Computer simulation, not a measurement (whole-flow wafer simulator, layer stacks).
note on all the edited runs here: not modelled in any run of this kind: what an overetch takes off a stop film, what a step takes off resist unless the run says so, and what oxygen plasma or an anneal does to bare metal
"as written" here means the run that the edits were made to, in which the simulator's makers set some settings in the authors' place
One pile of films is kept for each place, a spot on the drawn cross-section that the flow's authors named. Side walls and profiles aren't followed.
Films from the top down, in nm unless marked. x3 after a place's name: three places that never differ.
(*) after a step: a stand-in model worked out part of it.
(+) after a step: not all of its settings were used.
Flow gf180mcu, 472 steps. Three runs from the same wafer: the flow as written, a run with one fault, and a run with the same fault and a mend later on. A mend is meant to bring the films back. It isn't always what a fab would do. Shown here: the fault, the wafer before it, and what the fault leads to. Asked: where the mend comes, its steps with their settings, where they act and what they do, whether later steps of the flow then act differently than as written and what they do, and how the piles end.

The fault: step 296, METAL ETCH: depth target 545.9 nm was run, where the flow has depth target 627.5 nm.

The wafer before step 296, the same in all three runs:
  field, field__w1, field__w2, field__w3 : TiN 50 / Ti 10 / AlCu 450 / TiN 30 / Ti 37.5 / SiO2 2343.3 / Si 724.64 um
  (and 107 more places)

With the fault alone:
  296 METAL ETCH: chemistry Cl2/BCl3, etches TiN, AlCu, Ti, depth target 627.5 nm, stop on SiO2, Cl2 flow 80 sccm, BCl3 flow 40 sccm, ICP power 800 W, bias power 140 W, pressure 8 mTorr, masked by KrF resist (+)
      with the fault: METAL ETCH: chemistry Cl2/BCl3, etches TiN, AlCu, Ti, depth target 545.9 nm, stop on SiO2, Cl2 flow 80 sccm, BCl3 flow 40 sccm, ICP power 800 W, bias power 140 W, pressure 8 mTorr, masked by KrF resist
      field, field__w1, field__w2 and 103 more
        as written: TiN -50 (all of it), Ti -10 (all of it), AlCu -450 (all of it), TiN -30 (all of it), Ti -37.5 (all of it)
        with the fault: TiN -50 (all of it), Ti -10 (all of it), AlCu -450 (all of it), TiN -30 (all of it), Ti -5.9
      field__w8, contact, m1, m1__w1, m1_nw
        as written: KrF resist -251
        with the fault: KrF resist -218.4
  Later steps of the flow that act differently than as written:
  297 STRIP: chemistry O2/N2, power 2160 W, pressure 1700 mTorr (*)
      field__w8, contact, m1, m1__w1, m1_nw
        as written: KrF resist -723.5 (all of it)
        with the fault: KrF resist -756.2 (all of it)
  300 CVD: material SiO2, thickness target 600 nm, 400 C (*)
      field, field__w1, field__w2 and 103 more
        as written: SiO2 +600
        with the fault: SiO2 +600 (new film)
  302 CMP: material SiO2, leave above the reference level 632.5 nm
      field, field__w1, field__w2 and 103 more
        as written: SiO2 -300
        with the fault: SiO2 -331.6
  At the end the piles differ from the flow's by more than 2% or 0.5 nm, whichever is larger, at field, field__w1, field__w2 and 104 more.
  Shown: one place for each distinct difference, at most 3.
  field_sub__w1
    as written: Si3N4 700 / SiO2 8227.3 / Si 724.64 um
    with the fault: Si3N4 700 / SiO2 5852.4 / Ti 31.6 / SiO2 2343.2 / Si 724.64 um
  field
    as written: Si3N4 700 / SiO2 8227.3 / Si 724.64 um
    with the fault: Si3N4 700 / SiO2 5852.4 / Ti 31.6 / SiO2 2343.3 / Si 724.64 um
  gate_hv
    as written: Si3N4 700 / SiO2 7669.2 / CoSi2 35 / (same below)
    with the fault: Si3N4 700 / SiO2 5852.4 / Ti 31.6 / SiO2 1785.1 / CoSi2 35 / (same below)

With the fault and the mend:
  The mend comes after step 296.
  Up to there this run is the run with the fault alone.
  296a METAL ETCH: chemistry Cl2/BCl3, etches TiN, AlCu, Ti, depth target 81.6 nm, stop on SiO2, Cl2 flow 80 sccm, BCl3 flow 40 sccm, ICP power 800 W, bias power 140 W, pressure 8 mTorr, masked by KrF resist (+) (the flow's step 296 once more, with other settings)
      field, field__w1, field__w2 and 103 more
        Ti -31.6 (all of it)
      field__w8, contact, m1, m1__w1, m1_nw
        KrF resist -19
  No later step of the flow acts differently than as written, at any place that is followed, by more than 2% or 0.5 nm, whichever is larger.
  At the end the piles are the same as the flow's at every place that both follow.
